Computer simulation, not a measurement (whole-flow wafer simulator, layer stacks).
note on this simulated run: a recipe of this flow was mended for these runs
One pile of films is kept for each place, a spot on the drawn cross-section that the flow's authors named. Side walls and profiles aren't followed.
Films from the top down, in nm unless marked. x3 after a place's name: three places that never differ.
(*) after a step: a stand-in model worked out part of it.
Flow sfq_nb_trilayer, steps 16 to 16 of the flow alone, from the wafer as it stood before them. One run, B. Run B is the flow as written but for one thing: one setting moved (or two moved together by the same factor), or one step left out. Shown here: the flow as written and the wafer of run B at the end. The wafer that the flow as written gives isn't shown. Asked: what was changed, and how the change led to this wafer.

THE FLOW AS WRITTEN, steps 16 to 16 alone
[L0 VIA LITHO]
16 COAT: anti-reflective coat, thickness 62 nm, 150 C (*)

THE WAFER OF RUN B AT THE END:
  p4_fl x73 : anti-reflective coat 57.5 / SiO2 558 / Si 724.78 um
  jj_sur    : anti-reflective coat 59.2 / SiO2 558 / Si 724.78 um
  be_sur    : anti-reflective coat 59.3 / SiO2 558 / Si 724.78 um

The cause: step 16, COAT: thickness 57.5 nm was run, where the flow has thickness 62 nm.
It can be read off the wafer: p4_fl x73 has anti-reflective coat 57.5, and step 16 as written asks for 62 nm.

How the change led to this, step by step:
  16 COAT: anti-reflective coat, thickness 62 nm, 150 C (*)
      p4_fl x73: anti-reflective coat +57.5 (new film) (as written it would be: anti-reflective coat +62 (new film))
      jj_sur, ce_l, c5j, ce_r, sp_r, be_r, r_sur: anti-reflective coat +59.2 (new film) (as written it would be: anti-reflective coat +63.8 (new film))
      (and at 26 more places)
